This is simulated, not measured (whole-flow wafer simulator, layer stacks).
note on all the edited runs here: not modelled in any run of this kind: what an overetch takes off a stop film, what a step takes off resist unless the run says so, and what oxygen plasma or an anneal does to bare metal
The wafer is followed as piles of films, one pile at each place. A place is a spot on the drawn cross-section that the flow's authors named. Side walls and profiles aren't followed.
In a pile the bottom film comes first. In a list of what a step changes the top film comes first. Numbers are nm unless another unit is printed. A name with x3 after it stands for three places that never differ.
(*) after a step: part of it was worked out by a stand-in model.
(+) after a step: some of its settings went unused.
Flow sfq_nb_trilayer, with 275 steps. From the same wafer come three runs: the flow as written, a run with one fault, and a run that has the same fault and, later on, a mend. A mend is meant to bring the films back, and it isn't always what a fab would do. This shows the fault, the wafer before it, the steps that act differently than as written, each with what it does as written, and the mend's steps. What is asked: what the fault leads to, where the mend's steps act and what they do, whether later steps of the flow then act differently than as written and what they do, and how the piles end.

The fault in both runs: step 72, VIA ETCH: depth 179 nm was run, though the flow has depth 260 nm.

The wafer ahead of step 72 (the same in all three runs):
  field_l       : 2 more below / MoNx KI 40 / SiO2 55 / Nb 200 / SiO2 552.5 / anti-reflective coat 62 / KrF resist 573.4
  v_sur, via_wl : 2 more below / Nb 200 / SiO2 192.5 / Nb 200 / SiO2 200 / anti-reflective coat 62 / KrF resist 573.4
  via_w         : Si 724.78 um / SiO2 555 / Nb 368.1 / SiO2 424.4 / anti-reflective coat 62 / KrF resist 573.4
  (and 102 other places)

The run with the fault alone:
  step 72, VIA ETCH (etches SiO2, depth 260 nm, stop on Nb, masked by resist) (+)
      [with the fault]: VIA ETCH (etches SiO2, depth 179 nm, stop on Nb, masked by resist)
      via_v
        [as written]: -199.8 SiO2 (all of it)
        [with the fault]: -179 SiO2
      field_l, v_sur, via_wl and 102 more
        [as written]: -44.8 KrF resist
        [with the fault]: -30.9 KrF resist
  Steps further on in the flow that do not act as written (3 more steps, not shown, differ only slightly: by at most 2% or 0.5 nm, whichever is larger):
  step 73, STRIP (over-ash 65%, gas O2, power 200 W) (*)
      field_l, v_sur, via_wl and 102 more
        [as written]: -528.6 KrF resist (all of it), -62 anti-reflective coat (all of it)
        [with the fault]: -542.6 KrF resist (all of it), -62 anti-reflective coat (all of it)
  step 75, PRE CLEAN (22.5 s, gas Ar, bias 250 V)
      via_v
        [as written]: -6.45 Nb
        [with the fault]: -7.5 SiO2
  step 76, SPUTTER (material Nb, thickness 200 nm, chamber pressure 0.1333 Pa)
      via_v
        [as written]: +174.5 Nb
        [with the fault]: +178.6 Nb (new film)
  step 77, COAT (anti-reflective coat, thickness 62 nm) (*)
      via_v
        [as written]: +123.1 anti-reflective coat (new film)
        [with the fault]: +118.8 anti-reflective coat (new film)
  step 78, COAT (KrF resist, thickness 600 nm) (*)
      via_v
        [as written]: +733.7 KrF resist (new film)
        [with the fault]: +717.4 KrF resist (new film)
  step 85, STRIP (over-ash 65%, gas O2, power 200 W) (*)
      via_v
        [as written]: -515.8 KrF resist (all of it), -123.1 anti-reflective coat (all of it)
        [with the fault]: -499.5 KrF resist (all of it), -118.8 anti-reflective coat (all of it)
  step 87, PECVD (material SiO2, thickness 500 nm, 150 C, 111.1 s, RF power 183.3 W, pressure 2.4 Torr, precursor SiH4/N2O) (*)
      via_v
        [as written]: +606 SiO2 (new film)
        [with the fault]: +582.2 SiO2 (new film)
  The piles end different from the flow's at via_v by more than 2% or 0.5 nm, whichever is larger.
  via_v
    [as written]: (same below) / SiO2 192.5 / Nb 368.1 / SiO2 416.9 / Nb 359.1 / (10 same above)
    [with the fault]: (same below) / SiO2 192.5 / Nb 200 / SiO2 13.3 / Nb 178.6 / SiO2 393.1 / Nb 359.1 / (10 same above)

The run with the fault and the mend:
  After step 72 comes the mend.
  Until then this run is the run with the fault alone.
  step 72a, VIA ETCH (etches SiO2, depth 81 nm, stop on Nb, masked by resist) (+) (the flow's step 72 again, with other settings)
      field_l, v_sur, via_wl and 102 more
        -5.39 KrF resist
      via_v
        -20.8 SiO2 (all of it)
  None of the later steps of the flow differs from how it acts as written, at any place that is followed, by more than 2% or 0.5 nm, whichever is larger.
  At every place that both follow, the piles at the end match the flow's.
